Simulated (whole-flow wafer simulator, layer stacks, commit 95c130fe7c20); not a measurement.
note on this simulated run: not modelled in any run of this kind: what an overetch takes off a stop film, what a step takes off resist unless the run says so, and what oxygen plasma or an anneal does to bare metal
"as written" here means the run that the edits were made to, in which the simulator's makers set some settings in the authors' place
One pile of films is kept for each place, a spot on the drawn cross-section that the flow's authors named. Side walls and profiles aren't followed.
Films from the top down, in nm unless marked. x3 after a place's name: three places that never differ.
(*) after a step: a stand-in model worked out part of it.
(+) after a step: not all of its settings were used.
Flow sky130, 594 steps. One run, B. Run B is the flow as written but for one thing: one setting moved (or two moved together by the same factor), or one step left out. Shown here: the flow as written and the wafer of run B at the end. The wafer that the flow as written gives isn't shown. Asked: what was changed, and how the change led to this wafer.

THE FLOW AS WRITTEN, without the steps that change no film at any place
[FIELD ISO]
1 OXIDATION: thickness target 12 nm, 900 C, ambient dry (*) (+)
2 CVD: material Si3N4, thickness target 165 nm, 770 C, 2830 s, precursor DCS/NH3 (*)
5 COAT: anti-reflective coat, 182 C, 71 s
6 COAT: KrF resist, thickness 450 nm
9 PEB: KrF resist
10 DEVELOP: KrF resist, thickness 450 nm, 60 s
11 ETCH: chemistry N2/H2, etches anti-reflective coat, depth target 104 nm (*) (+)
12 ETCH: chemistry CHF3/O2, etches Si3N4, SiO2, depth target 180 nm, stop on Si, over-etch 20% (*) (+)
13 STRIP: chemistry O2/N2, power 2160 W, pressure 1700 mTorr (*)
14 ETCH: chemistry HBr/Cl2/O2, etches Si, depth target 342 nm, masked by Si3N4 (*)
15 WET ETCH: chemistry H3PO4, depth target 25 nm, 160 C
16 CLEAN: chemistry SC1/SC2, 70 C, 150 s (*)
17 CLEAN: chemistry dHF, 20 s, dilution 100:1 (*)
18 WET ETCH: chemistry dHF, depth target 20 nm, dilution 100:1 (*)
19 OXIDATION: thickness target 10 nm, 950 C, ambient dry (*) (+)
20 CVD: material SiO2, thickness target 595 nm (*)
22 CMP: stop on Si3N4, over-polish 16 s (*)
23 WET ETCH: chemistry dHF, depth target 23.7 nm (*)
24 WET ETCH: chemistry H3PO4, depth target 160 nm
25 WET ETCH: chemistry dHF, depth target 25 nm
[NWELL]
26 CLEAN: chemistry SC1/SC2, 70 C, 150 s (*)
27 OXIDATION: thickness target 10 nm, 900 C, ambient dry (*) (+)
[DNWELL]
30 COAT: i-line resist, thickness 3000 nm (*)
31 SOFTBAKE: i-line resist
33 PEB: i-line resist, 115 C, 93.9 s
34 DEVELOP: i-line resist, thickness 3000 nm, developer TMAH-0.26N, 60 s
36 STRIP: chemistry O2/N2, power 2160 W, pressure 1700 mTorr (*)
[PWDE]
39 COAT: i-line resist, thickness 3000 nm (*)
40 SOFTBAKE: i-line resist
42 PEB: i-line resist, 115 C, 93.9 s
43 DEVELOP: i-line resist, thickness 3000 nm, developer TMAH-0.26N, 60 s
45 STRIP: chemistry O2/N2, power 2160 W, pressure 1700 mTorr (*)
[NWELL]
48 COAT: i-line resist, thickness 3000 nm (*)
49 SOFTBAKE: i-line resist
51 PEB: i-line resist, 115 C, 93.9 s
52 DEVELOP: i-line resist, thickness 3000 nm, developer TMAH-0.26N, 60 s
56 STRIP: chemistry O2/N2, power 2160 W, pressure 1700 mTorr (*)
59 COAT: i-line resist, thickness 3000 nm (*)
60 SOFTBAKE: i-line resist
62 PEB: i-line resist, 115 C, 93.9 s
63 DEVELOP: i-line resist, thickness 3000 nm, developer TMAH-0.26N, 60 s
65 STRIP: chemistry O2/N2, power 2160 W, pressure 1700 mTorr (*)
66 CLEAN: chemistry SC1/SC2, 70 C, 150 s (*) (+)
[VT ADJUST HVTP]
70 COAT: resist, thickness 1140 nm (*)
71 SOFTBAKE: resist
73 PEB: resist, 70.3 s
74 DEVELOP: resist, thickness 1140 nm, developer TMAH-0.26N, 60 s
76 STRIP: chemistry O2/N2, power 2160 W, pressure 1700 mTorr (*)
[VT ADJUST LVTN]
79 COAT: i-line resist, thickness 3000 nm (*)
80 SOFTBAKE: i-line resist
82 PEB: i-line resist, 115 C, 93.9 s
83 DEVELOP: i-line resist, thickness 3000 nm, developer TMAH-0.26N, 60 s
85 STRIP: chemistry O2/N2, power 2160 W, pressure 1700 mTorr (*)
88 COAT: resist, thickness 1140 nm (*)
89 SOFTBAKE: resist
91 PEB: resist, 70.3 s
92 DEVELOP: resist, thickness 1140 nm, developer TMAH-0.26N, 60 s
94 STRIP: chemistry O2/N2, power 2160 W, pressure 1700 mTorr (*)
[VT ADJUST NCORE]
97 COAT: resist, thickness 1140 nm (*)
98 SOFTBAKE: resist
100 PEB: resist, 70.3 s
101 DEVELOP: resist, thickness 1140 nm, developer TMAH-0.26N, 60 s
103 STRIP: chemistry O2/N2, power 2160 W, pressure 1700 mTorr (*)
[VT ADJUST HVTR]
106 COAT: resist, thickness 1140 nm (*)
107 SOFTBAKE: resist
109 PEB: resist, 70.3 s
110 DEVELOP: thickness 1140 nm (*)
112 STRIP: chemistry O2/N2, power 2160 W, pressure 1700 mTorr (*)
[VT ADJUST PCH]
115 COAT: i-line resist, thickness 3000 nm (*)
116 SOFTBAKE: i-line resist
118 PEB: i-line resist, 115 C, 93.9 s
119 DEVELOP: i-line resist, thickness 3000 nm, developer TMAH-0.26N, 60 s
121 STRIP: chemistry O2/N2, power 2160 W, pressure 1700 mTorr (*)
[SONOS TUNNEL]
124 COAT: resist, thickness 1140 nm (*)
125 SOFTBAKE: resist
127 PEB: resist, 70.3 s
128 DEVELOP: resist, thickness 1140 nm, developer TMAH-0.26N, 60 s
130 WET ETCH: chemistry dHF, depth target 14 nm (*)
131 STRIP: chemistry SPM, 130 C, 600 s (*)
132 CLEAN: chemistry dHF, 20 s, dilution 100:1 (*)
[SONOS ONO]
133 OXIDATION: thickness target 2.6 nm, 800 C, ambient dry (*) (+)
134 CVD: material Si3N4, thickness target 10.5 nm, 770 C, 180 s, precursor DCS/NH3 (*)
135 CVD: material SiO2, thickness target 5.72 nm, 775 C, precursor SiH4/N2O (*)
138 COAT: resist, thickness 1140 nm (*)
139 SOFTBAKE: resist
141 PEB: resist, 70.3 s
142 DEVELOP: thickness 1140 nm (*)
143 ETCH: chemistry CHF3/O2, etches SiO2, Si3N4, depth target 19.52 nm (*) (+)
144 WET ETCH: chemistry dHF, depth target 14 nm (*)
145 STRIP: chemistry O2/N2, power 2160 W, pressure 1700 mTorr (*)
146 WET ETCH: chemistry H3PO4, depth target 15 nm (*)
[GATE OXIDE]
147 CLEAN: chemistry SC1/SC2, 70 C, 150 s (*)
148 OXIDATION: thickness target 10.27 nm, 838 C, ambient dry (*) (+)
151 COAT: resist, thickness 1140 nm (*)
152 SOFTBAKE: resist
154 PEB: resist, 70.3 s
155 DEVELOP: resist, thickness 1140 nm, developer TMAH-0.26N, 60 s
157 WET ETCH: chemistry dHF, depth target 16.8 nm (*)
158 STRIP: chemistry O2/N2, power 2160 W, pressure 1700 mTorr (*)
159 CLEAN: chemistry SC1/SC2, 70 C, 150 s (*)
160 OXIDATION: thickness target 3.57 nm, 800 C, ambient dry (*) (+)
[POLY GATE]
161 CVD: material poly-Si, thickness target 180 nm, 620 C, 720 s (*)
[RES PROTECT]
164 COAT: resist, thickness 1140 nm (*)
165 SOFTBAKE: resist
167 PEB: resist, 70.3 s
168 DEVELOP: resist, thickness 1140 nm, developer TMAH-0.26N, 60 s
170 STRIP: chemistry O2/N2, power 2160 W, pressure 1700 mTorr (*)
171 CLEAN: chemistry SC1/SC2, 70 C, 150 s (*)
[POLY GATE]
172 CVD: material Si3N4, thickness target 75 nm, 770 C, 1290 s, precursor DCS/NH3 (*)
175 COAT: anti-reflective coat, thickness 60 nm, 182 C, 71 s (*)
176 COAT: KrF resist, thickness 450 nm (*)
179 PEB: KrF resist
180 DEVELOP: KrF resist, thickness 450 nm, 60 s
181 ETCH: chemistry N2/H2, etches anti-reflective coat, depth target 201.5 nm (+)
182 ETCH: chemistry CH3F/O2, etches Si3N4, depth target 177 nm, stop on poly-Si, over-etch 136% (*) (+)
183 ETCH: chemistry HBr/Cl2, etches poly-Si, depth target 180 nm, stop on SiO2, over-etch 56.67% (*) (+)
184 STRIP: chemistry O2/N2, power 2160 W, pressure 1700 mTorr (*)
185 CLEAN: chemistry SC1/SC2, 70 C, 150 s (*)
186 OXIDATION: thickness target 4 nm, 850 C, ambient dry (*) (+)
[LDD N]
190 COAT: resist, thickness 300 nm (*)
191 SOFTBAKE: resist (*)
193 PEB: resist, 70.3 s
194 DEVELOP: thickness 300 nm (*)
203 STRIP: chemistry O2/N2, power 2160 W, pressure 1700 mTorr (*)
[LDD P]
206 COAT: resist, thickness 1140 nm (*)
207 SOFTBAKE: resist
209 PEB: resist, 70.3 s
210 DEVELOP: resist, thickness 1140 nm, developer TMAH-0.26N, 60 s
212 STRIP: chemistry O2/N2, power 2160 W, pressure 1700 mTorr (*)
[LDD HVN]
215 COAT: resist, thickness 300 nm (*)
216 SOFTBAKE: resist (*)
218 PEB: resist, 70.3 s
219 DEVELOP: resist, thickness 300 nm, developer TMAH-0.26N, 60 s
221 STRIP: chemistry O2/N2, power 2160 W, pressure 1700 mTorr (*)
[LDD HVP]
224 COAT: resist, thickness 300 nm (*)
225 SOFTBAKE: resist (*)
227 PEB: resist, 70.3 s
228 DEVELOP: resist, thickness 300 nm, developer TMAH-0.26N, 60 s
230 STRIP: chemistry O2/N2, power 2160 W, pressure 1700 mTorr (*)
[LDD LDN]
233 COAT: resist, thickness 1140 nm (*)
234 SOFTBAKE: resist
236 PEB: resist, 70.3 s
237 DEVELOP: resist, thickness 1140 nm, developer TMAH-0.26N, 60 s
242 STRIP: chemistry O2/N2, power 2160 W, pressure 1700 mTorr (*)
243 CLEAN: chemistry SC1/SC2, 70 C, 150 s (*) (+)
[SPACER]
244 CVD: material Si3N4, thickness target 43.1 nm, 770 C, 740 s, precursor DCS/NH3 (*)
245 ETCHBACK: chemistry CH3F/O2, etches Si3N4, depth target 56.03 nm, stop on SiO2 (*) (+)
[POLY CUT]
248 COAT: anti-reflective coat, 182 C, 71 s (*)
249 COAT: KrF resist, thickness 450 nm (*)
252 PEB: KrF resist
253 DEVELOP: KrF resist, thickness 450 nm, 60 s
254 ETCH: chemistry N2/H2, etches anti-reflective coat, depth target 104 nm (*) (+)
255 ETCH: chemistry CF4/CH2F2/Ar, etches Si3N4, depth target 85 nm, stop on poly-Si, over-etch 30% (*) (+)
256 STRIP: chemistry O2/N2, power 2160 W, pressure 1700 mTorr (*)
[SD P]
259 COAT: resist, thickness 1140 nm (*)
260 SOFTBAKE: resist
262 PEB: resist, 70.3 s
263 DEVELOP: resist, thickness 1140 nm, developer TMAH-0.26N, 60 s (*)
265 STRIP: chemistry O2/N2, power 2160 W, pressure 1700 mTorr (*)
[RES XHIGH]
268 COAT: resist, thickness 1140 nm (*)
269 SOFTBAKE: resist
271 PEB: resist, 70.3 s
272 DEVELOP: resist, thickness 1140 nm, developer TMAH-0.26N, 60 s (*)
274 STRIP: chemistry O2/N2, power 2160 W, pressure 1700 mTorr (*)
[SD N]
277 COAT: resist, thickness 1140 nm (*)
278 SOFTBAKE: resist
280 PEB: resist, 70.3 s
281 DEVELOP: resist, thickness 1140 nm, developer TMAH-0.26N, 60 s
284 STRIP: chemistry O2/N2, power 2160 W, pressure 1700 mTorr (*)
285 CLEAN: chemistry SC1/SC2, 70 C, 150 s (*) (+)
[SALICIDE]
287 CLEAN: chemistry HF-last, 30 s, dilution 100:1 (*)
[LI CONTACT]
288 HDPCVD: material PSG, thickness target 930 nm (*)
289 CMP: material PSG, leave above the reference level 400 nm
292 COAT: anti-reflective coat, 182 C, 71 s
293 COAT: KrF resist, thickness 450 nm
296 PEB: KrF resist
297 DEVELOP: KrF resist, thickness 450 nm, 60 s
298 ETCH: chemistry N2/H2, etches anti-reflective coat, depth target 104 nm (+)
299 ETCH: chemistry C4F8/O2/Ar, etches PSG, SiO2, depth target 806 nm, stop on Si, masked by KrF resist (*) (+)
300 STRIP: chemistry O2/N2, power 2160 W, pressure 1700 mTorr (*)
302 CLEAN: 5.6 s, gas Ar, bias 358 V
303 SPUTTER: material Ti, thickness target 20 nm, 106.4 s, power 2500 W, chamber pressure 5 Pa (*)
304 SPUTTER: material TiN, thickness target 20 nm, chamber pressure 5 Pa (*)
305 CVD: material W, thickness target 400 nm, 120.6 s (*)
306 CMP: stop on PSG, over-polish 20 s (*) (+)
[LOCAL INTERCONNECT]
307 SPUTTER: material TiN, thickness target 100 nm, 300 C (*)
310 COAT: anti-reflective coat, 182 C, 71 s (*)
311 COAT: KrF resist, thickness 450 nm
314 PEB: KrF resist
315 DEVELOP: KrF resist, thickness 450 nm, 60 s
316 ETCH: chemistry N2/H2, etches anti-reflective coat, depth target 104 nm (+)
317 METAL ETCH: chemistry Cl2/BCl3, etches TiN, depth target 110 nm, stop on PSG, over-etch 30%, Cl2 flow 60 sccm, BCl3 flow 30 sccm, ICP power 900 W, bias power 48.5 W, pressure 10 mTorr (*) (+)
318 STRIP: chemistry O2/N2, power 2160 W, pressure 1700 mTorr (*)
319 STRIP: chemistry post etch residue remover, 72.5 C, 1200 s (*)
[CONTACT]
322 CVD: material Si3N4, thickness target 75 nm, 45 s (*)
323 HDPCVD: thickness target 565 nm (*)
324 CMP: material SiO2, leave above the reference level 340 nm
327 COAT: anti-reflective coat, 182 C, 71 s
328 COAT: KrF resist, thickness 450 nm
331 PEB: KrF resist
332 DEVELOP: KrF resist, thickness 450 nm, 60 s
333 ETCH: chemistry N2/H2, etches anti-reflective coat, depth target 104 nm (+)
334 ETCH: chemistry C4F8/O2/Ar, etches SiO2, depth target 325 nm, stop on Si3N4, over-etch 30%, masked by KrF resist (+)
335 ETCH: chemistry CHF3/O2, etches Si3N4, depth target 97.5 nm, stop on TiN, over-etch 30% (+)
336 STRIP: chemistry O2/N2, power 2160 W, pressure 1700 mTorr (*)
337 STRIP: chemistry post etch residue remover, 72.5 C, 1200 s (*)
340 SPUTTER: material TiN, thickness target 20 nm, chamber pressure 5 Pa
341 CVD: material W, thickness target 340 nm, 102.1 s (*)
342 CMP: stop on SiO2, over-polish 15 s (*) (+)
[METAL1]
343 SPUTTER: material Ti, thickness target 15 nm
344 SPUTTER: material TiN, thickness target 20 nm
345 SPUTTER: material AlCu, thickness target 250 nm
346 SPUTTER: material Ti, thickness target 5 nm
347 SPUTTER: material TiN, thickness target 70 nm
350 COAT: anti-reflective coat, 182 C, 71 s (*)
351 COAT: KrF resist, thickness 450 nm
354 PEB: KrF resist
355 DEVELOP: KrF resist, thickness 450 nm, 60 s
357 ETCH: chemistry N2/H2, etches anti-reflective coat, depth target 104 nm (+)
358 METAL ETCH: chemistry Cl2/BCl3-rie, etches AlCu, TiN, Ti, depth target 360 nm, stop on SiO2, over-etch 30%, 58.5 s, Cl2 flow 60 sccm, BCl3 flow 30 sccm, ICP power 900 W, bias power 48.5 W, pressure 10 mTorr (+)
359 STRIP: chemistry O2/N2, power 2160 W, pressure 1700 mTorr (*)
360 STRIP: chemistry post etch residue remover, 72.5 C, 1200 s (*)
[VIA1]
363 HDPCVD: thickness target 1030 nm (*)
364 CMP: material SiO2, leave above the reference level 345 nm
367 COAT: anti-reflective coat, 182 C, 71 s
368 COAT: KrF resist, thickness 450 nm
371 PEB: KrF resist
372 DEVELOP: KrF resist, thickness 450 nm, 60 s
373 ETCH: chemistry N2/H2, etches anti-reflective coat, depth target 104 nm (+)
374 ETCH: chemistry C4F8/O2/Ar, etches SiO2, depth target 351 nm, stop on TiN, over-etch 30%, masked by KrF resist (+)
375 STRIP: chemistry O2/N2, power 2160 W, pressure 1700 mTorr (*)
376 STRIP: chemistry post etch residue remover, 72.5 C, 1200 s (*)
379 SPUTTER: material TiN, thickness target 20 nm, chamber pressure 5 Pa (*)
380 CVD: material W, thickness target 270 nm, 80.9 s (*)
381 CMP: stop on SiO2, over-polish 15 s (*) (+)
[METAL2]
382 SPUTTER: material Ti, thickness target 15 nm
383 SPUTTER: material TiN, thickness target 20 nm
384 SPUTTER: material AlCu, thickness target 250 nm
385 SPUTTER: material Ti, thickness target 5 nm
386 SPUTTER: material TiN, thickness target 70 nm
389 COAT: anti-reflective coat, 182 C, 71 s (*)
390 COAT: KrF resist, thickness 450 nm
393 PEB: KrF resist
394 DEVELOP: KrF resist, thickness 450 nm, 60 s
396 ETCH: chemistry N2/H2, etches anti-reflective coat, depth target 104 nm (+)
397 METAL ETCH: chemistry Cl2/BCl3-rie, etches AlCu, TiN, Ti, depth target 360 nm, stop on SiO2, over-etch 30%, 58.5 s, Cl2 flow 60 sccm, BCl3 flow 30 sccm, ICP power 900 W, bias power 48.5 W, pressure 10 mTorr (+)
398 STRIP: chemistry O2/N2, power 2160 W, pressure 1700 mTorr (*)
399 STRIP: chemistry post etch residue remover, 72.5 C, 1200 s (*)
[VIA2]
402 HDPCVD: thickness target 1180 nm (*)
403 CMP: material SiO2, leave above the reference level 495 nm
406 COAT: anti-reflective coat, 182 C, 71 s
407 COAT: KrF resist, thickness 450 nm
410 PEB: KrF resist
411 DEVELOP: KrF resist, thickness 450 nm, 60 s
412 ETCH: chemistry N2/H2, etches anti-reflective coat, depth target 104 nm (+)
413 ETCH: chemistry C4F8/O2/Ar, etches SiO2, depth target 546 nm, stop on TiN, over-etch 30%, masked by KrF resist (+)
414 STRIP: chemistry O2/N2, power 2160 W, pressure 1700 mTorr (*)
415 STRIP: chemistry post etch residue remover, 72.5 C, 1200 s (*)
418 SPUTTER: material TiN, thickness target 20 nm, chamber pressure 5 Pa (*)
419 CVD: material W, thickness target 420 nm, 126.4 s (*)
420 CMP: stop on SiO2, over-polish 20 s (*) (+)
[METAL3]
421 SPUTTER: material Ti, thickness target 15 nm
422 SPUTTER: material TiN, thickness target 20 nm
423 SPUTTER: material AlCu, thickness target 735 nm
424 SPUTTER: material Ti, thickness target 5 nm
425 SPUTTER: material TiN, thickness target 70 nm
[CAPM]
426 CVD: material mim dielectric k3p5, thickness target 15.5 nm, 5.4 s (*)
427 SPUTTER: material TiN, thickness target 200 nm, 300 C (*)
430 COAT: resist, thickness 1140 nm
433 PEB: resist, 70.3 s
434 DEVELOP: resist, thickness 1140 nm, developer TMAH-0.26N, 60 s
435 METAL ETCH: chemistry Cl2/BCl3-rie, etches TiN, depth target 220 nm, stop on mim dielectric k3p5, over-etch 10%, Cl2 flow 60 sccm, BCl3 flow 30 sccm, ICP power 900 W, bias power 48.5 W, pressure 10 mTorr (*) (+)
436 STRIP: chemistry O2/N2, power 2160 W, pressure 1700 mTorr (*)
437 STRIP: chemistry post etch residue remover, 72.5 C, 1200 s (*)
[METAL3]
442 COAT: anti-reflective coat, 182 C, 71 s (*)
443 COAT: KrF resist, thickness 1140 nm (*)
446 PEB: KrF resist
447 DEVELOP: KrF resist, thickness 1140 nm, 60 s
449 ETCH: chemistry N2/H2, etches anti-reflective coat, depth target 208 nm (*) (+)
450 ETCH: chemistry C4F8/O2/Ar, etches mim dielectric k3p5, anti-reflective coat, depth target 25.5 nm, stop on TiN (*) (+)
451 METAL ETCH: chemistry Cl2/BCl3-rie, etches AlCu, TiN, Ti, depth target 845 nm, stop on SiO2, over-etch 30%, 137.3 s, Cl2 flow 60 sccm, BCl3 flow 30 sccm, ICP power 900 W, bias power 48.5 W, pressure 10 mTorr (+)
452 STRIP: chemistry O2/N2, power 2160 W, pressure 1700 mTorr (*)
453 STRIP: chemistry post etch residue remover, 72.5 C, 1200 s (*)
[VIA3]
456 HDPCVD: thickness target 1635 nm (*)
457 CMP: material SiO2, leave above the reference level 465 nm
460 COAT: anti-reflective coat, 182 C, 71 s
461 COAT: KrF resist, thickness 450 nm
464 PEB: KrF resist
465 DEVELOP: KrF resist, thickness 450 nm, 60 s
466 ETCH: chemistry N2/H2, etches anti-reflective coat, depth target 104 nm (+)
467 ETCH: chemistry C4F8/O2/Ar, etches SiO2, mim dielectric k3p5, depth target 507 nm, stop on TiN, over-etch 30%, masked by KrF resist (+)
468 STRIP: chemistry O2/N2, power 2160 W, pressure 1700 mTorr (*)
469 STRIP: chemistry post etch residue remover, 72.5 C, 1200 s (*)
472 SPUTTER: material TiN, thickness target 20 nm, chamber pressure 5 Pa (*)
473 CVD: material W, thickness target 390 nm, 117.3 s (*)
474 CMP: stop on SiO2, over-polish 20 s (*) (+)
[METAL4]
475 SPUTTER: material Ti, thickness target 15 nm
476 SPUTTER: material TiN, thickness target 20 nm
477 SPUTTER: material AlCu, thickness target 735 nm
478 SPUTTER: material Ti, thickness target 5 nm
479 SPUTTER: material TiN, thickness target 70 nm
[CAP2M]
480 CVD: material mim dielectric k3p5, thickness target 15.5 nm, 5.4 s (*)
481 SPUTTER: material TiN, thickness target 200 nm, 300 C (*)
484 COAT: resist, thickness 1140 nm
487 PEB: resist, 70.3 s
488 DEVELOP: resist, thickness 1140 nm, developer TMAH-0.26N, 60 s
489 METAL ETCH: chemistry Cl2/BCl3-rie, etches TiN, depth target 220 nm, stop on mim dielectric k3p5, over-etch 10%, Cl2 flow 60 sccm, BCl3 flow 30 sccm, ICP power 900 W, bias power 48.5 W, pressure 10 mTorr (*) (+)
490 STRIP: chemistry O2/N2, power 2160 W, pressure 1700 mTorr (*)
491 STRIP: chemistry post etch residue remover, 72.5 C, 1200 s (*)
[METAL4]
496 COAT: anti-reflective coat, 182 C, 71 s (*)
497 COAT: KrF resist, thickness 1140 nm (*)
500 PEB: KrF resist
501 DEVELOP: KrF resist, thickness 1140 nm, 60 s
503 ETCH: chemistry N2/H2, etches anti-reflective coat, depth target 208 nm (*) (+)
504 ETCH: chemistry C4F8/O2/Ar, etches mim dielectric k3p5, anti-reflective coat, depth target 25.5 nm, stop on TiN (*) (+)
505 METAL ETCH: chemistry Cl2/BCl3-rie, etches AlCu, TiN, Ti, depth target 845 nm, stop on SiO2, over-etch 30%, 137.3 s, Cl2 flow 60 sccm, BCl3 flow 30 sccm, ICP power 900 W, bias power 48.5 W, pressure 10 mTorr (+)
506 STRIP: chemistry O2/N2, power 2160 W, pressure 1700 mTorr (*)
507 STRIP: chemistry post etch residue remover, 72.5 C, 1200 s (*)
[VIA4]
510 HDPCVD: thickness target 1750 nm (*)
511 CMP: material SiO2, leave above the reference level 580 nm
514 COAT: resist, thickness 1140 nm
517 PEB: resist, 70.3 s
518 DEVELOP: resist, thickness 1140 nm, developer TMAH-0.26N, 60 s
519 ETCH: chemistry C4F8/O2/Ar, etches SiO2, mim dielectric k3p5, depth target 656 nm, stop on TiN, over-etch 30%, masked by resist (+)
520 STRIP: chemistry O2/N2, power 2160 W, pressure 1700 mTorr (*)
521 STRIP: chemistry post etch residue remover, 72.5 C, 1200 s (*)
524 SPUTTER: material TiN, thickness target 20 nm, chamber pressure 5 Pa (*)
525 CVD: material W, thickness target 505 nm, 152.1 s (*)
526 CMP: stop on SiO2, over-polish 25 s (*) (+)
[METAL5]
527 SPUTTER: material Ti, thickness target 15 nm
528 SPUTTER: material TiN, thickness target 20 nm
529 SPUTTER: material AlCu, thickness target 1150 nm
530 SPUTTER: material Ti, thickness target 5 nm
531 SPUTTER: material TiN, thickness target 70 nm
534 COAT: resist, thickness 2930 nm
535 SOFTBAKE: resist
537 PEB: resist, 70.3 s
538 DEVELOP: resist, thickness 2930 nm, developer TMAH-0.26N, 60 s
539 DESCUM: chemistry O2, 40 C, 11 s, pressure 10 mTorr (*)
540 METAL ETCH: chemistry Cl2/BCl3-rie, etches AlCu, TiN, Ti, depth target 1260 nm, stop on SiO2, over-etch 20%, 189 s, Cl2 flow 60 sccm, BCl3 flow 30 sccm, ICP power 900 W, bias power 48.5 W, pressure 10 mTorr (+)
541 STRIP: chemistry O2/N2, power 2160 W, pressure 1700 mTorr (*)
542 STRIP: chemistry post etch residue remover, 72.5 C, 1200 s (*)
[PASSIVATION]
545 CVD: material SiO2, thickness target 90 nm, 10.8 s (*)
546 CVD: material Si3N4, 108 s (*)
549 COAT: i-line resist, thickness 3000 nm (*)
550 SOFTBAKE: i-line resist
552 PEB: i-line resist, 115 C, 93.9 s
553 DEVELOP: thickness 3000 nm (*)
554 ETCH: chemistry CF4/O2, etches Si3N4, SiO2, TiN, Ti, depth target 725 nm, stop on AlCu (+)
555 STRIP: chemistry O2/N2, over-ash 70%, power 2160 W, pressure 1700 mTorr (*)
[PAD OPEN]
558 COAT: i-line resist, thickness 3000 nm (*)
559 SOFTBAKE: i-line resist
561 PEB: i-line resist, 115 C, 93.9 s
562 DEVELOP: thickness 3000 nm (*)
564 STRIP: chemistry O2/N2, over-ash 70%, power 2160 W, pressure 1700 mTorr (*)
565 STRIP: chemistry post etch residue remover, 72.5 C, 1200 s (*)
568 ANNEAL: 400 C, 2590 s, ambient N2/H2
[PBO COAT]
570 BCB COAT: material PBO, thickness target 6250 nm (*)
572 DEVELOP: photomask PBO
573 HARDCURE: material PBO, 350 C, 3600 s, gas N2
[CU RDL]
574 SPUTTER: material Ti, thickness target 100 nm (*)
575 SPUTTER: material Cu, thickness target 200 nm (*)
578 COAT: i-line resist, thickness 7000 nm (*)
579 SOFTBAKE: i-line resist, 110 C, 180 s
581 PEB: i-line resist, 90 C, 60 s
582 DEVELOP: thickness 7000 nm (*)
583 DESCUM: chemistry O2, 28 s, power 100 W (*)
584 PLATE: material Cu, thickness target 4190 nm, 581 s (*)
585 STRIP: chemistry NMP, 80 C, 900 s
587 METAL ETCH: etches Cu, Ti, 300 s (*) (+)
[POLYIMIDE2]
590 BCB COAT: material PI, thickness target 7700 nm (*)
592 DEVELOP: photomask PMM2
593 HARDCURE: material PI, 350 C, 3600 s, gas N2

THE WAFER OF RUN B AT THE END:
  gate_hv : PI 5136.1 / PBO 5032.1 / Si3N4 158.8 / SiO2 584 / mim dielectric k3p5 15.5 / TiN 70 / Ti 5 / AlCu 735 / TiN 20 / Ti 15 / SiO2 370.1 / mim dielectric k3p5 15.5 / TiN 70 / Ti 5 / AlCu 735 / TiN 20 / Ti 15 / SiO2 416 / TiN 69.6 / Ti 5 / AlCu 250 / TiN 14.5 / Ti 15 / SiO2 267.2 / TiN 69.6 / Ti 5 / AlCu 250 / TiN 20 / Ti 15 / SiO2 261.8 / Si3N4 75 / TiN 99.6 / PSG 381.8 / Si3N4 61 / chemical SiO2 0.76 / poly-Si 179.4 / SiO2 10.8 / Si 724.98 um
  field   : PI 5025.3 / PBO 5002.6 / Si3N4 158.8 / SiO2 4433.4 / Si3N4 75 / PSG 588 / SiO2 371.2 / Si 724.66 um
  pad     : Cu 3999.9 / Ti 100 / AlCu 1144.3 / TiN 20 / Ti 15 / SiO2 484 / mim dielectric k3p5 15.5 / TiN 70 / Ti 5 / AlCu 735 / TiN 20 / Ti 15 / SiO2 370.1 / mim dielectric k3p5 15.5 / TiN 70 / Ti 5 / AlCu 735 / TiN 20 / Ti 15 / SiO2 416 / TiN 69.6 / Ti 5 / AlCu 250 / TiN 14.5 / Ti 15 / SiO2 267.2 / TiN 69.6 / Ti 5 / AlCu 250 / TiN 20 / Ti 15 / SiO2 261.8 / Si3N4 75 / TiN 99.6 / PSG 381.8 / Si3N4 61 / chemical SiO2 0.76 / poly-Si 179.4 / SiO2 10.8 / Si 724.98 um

The cause: step 383, SPUTTER: thickness target 14.5 nm was run, where the flow has thickness target 20 nm.
It can be read off the wafer: gate_hv has TiN 14.5, and step 383 as written asks for 20 nm.

How the change led to this, step by step:
  383 SPUTTER: material TiN, thickness target 20 nm
      field, active, n_well and 188 more: TiN +14.5 (new film) (as written it would be: TiN +20 (new film))
  397 METAL ETCH: chemistry Cl2/BCl3-rie, etches AlCu, TiN, Ti, depth target 360 nm, stop on SiO2, over-etch 30%, 58.5 s, Cl2 flow 60 sccm, BCl3 flow 30 sccm, ICP power 900 W, bias power 48.5 W, pressure 10 mTorr (+)
      field, active, gate and 82 more: TiN -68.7 (all of it), Ti -5 (all of it), AlCu -250 (all of it), TiN -14.5 (all of it), Ti -15 (all of it), SiO2 -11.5 (as written it would be: TiN -68.7 (all of it), Ti -5 (all of it), AlCu -250 (all of it), TiN -20 (all of it), Ti -15 (all of it), SiO2 -10.9)
